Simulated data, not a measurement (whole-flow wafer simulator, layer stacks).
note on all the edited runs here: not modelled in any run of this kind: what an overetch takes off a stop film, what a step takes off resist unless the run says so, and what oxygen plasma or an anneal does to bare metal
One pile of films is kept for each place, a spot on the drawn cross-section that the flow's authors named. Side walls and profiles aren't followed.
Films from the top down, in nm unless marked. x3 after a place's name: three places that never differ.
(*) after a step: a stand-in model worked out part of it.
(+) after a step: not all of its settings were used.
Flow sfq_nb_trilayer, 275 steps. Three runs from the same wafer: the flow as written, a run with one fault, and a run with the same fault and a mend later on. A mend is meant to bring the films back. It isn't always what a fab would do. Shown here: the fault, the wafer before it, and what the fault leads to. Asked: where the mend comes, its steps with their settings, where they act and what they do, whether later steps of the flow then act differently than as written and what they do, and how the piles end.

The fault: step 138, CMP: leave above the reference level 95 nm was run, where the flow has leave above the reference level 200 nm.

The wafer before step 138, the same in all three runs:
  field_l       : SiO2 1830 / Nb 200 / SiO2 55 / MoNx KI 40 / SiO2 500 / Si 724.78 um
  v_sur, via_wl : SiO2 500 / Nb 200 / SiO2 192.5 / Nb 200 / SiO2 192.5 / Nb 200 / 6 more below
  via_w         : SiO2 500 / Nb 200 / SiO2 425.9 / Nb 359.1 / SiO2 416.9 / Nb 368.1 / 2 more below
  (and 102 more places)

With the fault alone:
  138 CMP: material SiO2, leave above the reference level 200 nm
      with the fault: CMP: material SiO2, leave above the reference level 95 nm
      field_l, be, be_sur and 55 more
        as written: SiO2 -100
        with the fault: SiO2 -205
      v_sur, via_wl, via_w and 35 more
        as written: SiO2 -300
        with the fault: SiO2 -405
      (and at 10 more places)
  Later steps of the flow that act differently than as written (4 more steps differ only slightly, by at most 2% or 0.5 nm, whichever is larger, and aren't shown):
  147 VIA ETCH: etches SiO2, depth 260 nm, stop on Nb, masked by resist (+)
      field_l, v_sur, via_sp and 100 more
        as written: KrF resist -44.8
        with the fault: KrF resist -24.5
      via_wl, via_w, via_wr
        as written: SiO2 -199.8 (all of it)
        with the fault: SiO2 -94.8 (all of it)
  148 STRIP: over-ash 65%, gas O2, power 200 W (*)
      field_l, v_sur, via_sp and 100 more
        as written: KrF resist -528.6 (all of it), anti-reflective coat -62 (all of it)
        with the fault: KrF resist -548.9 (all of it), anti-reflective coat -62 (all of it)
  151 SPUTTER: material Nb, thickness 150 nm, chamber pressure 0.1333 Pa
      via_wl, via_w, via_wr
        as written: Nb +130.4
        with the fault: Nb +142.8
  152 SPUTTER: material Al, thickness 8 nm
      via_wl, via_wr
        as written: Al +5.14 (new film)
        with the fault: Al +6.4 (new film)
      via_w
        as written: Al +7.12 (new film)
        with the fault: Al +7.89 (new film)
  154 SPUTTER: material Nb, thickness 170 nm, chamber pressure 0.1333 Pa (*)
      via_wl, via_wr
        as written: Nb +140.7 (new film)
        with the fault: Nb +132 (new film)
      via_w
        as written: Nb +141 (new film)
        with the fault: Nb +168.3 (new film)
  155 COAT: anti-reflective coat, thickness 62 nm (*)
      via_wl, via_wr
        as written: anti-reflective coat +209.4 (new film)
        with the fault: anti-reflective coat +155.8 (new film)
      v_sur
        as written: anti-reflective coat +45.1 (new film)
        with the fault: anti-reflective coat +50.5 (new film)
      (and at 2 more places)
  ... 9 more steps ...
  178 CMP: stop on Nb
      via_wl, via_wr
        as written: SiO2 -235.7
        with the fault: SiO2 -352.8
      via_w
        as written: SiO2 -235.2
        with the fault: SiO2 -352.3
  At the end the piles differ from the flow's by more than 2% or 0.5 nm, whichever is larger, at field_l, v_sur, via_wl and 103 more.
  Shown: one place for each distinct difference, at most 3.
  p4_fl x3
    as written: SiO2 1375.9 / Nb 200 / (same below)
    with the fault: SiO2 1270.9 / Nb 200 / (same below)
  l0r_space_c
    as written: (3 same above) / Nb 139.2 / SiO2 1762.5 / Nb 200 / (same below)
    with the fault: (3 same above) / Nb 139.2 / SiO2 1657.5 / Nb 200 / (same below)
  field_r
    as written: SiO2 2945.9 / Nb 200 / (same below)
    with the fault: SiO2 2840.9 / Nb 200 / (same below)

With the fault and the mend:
  The mend comes after step 145.
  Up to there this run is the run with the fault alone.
  145a STRIP: over-ash 65%, gas O2, power 200 W (*)
      field_l, v_sur, via_sp and 100 more
        KrF resist -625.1 (all of it), anti-reflective coat -62 (all of it)
      via_wl, via_w, via_wr
        anti-reflective coat -62 (all of it)
  145b PECVD: material SiO2, thickness 105 nm, 150 C, 23.33 s, RF power 183.3 W, pressure 2.4 Torr, precursor SiH4/N2O (the flow's step 137 once more, with other settings)
      field_l, v_sur, via_wl and 103 more
        SiO2 +105
  145c COAT: anti-reflective coat, thickness 62 nm (the flow's step 140 once more)
      field_l, v_sur, via_wl and 103 more
        anti-reflective coat +62 (new film)
  145d COAT: KrF resist, thickness 650 nm (the flow's step 141 once more)
      field_l, v_sur, via_wl and 103 more
        KrF resist +650 (new film)
  145e SOFTBAKE: KrF resist (the flow's step 142 once more)
      changes no film at any place that is followed
  145f EXPOSE: photomask I4, dose 11.93 mJ/cm2, NA 0.6, wavelength 248 nm (*) (the flow's step 143 once more)
      changes no film at any place that is followed
  145g PEB: KrF resist, 90 s (the flow's step 144 once more)
      field_l, v_sur, via_wl and 103 more
        KrF resist -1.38
  145h DEVELOP: KrF resist, thickness 650 nm, 60 s (the flow's step 145 once more)
      field_l, v_sur, via_sp and 100 more
        KrF resist -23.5
      via_wl, via_w, via_wr
        KrF resist -648.6 (all of it)
  No later step of the flow acts differently than as written, at any place that is followed, by more than 2% or 0.5 nm, whichever is larger.
  At the end the piles differ from the flow's only slightly at the places that both follow, by at most 2% or 0.5 nm, whichever is larger.
